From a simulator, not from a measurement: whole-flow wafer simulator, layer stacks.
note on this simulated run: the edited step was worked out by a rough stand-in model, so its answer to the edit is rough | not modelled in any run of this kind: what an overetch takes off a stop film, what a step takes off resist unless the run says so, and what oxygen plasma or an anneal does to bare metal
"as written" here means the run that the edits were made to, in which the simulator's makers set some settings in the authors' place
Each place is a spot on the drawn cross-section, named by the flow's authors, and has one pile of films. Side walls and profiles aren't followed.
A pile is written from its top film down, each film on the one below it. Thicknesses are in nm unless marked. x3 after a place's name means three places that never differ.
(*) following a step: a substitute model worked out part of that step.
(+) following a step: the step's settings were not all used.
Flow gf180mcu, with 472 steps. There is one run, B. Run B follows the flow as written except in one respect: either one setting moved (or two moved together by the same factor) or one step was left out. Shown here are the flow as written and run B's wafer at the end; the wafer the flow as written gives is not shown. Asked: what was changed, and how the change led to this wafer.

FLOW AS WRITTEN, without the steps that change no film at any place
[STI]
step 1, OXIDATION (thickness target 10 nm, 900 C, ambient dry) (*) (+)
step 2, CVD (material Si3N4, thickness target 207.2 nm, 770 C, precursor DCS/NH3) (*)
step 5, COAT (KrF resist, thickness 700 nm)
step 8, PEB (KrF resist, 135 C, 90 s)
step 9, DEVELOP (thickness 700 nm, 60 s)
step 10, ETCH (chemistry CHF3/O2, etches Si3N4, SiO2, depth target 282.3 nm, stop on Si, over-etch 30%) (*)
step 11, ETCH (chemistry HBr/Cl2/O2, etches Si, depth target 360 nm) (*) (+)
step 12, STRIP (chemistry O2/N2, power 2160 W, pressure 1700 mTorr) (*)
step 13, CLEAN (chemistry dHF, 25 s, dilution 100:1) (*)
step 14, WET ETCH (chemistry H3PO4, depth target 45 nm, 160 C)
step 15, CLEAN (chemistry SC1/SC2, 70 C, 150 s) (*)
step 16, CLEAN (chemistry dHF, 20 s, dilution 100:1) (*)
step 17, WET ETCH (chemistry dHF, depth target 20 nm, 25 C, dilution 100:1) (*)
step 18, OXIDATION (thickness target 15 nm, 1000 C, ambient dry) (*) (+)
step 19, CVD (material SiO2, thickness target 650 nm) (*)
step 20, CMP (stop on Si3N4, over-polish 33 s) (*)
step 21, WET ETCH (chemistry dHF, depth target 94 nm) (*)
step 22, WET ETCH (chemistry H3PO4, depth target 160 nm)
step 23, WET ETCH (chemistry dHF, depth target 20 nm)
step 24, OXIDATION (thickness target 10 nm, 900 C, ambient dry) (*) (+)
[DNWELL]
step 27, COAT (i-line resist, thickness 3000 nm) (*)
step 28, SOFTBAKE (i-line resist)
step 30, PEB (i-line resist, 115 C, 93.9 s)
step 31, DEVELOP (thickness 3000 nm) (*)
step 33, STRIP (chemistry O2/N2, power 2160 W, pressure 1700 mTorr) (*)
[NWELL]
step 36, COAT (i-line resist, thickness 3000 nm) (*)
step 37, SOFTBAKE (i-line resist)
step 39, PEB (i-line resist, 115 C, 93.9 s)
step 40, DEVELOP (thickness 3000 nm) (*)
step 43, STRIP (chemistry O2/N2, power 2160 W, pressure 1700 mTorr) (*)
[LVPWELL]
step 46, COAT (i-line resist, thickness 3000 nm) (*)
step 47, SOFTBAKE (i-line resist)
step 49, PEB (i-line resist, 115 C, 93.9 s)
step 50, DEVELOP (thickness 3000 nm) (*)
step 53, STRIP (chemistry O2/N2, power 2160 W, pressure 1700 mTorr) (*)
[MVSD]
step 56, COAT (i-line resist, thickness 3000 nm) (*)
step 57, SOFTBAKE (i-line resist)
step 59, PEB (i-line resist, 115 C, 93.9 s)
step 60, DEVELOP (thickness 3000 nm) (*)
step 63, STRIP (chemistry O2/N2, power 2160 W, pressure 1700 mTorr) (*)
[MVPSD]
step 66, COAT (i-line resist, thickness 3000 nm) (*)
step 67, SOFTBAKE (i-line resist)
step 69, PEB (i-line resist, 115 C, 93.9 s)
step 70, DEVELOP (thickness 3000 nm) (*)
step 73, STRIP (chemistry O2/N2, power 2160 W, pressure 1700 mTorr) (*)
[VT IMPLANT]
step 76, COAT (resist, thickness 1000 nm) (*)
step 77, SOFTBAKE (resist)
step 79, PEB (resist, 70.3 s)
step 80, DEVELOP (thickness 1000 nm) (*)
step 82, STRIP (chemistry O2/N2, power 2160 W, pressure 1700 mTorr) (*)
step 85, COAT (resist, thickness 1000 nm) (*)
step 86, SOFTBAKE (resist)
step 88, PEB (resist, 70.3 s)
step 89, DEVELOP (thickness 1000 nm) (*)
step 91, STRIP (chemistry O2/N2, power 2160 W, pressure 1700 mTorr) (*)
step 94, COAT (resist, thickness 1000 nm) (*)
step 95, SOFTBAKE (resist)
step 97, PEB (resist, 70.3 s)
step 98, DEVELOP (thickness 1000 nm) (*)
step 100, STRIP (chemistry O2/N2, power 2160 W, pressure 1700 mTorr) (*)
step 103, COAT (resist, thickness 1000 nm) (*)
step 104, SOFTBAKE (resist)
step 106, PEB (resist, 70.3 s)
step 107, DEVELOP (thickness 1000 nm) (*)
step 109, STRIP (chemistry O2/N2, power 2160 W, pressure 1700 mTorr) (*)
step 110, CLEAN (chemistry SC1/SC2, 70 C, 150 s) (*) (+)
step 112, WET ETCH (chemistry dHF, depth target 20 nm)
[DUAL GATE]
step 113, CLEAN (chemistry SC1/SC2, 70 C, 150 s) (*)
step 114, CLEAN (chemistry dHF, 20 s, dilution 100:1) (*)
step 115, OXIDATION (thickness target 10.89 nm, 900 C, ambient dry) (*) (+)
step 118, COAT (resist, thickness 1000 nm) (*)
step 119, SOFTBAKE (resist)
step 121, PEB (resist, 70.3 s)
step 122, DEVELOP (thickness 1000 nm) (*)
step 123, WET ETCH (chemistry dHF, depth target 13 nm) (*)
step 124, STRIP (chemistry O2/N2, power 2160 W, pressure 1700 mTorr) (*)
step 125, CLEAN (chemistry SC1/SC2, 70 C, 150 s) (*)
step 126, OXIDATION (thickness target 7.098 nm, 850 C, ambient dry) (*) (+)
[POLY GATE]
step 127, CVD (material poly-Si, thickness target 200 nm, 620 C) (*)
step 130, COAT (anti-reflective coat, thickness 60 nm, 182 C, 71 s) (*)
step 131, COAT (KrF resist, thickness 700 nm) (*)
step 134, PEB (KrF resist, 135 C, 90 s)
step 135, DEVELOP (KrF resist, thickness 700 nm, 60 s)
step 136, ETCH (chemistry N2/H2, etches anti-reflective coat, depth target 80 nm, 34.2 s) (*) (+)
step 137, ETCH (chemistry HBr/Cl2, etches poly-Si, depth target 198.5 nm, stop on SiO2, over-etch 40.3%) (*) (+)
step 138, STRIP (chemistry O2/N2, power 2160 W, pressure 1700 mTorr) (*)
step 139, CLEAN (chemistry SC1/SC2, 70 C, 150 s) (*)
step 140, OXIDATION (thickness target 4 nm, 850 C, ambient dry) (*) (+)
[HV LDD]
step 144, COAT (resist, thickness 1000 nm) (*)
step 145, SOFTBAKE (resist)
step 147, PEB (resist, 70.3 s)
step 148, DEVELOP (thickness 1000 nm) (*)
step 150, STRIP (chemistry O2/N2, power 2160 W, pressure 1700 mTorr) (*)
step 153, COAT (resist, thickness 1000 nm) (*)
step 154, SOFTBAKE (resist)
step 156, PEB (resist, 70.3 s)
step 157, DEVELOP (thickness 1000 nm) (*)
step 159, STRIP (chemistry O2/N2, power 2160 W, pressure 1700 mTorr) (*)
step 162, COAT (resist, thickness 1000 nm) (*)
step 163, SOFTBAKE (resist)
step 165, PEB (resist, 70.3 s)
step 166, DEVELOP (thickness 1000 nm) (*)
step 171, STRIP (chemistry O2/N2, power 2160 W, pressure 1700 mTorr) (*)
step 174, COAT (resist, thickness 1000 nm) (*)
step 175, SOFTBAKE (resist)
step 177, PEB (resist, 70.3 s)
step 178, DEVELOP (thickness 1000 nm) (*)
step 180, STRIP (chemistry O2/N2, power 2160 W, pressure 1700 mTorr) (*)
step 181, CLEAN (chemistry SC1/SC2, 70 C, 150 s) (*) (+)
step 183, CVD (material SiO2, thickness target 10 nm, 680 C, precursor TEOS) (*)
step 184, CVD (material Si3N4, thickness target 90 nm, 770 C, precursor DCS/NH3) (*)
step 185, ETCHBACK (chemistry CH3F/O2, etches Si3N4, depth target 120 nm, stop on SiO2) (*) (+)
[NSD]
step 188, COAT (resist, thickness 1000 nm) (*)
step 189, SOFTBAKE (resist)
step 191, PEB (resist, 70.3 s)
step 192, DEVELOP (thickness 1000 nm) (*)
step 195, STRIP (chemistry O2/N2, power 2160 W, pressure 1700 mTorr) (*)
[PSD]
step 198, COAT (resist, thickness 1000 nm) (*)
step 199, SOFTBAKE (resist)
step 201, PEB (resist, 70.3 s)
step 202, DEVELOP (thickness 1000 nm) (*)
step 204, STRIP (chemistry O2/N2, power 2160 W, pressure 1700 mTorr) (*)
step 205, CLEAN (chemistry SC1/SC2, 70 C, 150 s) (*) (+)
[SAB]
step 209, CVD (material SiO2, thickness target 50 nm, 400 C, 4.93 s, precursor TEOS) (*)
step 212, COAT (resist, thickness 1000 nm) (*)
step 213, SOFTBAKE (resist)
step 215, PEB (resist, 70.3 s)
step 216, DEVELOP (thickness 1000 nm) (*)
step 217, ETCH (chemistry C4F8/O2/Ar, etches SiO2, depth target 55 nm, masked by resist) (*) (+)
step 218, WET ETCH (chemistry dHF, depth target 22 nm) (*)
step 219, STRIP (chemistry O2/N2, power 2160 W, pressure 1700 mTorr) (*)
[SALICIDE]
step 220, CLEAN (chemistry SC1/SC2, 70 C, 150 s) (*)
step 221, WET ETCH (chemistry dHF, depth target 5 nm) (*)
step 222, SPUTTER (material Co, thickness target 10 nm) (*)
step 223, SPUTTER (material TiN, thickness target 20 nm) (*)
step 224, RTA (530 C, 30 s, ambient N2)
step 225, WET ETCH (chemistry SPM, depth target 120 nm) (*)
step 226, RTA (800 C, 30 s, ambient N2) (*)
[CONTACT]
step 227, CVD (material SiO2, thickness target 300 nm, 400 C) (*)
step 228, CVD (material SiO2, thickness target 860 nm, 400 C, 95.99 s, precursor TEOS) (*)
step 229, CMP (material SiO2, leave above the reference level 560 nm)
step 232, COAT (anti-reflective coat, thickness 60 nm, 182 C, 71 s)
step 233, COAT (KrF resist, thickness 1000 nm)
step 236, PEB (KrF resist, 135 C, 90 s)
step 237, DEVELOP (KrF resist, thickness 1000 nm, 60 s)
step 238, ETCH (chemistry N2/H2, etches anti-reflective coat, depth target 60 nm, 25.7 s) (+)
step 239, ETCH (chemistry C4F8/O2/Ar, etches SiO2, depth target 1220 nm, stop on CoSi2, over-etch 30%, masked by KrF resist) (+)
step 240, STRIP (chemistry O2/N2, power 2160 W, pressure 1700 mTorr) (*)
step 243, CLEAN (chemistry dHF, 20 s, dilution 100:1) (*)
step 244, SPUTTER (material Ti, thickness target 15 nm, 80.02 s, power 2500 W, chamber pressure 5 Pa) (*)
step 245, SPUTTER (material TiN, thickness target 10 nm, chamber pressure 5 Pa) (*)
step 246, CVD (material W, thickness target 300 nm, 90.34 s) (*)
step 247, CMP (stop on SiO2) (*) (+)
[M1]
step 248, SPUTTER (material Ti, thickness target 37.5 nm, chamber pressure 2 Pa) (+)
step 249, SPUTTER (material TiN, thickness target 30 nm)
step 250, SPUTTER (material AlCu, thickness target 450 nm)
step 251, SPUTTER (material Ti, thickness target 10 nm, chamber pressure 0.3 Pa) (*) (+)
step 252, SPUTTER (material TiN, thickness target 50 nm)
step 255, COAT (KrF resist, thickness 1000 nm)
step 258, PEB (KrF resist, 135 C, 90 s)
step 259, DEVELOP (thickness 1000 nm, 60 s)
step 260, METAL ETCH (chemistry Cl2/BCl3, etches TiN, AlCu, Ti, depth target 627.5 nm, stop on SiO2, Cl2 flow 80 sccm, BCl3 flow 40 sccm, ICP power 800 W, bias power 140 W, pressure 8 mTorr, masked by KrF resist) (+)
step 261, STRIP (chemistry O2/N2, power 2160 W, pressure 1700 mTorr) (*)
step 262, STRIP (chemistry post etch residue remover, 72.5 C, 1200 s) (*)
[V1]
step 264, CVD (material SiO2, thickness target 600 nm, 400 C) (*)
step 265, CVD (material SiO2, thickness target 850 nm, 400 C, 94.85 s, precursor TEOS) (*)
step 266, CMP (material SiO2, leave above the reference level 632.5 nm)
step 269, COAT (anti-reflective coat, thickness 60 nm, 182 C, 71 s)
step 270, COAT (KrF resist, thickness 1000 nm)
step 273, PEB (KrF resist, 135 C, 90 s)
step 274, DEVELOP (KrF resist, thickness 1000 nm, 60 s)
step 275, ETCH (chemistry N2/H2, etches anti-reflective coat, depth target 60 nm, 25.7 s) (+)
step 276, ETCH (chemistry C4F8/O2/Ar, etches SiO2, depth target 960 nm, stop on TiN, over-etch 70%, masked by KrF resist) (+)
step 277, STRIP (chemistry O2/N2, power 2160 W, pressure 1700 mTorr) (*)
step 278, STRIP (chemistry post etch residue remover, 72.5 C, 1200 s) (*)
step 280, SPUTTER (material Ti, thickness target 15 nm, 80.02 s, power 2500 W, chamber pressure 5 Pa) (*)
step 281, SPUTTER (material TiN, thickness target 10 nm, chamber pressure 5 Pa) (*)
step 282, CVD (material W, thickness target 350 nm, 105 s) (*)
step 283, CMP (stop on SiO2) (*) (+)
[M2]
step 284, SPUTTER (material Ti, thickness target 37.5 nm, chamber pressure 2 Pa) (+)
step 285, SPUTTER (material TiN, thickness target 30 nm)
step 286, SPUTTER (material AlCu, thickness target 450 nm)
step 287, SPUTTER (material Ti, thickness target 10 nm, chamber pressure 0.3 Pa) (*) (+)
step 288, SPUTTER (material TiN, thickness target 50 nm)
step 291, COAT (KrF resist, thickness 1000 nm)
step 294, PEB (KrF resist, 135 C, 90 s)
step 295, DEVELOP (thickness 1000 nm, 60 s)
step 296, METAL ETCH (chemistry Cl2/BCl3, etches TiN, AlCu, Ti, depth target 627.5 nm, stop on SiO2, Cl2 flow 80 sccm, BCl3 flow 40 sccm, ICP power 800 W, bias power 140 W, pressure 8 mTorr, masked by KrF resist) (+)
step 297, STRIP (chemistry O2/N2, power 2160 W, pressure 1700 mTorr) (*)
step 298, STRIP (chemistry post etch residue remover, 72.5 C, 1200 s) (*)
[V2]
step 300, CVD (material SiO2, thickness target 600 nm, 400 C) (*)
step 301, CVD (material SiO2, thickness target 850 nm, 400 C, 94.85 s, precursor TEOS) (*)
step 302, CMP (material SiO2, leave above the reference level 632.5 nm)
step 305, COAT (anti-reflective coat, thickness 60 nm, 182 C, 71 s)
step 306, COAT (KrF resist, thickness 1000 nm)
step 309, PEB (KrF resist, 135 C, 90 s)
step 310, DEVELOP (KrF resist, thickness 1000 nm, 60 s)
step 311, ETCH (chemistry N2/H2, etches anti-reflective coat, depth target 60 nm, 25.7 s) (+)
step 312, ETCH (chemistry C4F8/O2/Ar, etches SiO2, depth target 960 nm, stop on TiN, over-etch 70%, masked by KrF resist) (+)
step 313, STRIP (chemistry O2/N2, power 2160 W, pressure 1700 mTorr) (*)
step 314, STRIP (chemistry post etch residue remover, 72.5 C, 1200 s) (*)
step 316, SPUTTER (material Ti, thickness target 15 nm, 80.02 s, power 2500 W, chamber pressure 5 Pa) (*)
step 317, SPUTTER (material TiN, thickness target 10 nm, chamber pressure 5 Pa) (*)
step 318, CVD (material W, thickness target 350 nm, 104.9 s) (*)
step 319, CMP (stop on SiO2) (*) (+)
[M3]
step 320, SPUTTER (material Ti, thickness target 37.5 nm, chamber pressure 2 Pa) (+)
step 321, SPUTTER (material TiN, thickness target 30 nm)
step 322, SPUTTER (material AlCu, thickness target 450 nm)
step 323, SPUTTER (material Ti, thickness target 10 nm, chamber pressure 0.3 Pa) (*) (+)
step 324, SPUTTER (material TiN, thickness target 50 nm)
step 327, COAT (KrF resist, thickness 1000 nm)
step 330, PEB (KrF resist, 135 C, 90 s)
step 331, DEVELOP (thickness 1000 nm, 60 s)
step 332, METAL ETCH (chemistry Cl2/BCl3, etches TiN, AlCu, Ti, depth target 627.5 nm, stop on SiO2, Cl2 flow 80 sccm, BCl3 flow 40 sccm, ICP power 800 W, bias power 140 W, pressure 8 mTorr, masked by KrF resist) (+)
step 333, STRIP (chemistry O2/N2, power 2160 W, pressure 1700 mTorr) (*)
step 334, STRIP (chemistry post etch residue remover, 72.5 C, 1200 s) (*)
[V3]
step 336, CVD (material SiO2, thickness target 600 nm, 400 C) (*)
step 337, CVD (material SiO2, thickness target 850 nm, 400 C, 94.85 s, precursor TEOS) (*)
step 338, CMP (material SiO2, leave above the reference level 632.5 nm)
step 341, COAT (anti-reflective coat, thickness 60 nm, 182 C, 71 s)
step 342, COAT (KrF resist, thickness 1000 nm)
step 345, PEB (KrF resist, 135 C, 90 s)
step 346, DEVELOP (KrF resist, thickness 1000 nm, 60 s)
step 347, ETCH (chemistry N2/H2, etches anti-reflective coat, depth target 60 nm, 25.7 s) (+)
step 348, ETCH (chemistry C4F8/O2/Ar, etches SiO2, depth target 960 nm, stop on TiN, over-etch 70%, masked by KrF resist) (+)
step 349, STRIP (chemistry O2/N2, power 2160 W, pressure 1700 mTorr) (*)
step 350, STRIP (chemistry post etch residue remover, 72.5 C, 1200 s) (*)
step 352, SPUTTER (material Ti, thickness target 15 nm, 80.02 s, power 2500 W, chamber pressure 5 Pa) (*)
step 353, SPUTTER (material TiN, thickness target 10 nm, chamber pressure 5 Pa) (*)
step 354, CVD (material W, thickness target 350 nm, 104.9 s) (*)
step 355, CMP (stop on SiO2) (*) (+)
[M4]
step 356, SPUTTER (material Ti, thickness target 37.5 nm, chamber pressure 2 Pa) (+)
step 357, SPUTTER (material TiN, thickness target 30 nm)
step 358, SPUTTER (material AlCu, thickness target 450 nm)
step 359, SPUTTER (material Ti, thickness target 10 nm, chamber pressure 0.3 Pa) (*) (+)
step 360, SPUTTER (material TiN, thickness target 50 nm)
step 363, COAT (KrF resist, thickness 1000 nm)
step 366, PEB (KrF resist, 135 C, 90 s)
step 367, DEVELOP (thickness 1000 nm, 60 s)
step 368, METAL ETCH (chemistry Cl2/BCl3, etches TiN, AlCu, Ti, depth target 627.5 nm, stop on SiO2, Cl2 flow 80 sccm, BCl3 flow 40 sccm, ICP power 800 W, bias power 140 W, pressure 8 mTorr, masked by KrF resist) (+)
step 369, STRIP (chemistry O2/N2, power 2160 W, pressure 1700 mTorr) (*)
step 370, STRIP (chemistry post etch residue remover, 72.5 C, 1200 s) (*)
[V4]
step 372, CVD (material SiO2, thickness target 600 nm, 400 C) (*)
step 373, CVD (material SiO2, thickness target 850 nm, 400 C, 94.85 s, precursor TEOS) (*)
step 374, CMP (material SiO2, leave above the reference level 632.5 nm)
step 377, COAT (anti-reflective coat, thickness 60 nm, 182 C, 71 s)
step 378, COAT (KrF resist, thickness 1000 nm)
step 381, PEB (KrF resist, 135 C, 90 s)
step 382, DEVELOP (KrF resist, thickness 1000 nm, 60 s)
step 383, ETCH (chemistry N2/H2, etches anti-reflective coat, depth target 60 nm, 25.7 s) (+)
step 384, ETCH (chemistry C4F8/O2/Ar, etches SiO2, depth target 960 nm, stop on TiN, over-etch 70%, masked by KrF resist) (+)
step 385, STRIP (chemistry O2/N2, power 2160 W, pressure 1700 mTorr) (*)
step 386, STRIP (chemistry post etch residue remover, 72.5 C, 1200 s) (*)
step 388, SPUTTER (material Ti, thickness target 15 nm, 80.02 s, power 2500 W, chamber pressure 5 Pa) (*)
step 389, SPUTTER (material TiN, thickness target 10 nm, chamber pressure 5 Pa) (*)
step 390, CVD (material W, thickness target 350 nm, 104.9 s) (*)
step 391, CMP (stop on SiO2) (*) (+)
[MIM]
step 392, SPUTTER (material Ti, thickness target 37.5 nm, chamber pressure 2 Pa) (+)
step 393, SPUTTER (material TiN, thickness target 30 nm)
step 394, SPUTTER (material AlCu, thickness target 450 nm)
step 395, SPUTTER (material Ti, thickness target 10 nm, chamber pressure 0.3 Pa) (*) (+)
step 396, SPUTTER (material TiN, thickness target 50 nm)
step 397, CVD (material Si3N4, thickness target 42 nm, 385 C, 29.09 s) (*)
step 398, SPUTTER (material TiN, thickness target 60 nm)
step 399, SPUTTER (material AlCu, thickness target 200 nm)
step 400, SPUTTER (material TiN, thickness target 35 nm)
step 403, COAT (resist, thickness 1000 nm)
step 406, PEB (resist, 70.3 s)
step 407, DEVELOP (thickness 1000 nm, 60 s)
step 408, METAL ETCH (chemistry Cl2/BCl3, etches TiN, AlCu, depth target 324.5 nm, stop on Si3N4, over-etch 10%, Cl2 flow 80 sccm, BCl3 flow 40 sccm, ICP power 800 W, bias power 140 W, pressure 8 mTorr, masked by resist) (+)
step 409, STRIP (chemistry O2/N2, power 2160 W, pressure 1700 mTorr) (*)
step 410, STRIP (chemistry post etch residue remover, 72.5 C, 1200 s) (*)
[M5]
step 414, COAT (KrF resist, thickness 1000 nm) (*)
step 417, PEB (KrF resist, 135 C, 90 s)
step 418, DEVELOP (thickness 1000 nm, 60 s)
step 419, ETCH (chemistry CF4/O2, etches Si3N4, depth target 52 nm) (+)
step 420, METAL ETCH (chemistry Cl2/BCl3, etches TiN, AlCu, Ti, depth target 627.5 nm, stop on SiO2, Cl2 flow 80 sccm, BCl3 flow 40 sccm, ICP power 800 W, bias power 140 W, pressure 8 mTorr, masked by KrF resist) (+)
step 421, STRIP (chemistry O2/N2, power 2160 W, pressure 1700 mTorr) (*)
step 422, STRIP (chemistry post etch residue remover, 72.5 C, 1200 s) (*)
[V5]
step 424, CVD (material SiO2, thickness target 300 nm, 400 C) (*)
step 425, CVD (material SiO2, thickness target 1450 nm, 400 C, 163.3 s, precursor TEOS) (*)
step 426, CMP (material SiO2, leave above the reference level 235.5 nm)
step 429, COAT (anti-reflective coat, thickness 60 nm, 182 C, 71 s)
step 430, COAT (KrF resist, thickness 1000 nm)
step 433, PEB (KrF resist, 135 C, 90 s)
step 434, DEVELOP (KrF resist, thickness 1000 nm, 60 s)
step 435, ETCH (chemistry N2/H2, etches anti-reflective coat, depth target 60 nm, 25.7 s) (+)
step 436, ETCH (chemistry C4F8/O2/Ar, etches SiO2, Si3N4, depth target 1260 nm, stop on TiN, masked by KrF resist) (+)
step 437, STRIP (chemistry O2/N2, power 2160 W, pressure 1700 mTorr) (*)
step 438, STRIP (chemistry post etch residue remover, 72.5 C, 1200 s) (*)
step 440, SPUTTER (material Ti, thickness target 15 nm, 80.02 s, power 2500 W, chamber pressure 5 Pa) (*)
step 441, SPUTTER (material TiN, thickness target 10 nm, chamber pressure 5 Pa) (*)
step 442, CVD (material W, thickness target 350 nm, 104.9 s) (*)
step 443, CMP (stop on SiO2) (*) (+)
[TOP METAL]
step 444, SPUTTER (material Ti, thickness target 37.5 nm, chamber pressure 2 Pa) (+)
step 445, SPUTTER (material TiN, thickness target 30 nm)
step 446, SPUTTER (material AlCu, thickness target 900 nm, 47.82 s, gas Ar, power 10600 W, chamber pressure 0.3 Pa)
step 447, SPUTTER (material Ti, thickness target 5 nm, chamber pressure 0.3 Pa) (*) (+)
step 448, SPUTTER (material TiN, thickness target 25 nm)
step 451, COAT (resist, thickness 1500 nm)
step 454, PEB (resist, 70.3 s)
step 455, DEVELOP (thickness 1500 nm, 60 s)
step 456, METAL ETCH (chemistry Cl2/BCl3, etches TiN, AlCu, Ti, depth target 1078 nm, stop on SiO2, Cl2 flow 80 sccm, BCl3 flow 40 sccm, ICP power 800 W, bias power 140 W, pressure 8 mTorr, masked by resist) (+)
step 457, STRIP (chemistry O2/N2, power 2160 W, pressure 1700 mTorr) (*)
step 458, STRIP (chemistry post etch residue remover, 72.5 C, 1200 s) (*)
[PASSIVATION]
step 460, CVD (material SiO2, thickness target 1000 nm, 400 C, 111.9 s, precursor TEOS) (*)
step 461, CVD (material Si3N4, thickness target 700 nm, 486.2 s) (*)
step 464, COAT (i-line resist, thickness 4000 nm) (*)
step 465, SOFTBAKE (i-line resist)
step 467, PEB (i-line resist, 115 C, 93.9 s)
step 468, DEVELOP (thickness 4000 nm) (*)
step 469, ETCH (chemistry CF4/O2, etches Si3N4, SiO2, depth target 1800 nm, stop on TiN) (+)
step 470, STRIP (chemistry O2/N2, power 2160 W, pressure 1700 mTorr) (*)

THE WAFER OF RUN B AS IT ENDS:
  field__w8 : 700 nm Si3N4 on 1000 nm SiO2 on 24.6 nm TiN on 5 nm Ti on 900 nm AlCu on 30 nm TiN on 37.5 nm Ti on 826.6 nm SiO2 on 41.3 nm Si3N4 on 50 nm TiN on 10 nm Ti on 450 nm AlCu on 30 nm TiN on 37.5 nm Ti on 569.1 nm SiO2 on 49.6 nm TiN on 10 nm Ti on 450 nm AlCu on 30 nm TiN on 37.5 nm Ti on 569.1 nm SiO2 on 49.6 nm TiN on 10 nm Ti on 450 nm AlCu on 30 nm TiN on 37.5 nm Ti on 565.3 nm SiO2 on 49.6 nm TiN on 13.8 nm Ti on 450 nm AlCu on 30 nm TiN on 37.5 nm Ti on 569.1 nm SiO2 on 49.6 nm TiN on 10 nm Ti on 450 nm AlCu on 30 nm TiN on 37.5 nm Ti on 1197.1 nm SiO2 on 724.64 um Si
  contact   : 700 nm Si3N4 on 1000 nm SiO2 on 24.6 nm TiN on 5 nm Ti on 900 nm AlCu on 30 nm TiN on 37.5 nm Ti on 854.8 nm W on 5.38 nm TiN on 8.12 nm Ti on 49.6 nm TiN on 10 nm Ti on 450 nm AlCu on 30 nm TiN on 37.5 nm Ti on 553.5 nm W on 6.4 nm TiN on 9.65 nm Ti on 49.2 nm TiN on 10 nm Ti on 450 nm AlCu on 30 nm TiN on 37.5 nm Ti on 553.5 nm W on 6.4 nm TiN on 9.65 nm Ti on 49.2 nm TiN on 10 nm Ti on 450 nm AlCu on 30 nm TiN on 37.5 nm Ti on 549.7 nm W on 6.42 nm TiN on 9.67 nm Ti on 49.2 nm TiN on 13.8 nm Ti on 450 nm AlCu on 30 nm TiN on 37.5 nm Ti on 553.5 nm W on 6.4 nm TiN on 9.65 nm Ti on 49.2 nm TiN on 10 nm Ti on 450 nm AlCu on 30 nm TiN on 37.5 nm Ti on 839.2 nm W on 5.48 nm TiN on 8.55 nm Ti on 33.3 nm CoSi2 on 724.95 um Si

The reason: step 287, SPUTTER: thickness target 13.8 nm was run, whereas the flow has thickness target 10 nm.
One can read it off the wafer: field__w8 has Ti 13.8, and step 287 as written asks for 10 nm.

Step by step, how the change led to this:
  step 287, SPUTTER (material Ti, thickness target 10 nm, chamber pressure 0.3 Pa) (*) (+)
      field, field__w1, field__w2 and 108 more: Ti gains 13.8 (new film) (in the flow as written it would be: Ti gains 10 (new film))
  step 296, METAL ETCH (chemistry Cl2/BCl3, etches TiN, AlCu, Ti, depth target 627.5 nm, stop on SiO2, Cl2 flow 80 sccm, BCl3 flow 40 sccm, ICP power 800 W, bias power 140 W, pressure 8 mTorr, masked by KrF resist) (+)
      field, field__w1, field__w2 and 103 more: TiN loses 50 (all of it), Ti loses 13.8 (all of it), AlCu loses 450 (all of it), TiN loses 30 (all of it), Ti loses 37.5 (all of it) (in the flow as written it would be: TiN loses 50 (all of it), Ti loses 10 (all of it), AlCu loses 450 (all of it), TiN loses 30 (all of it), Ti loses 37.5 (all of it))
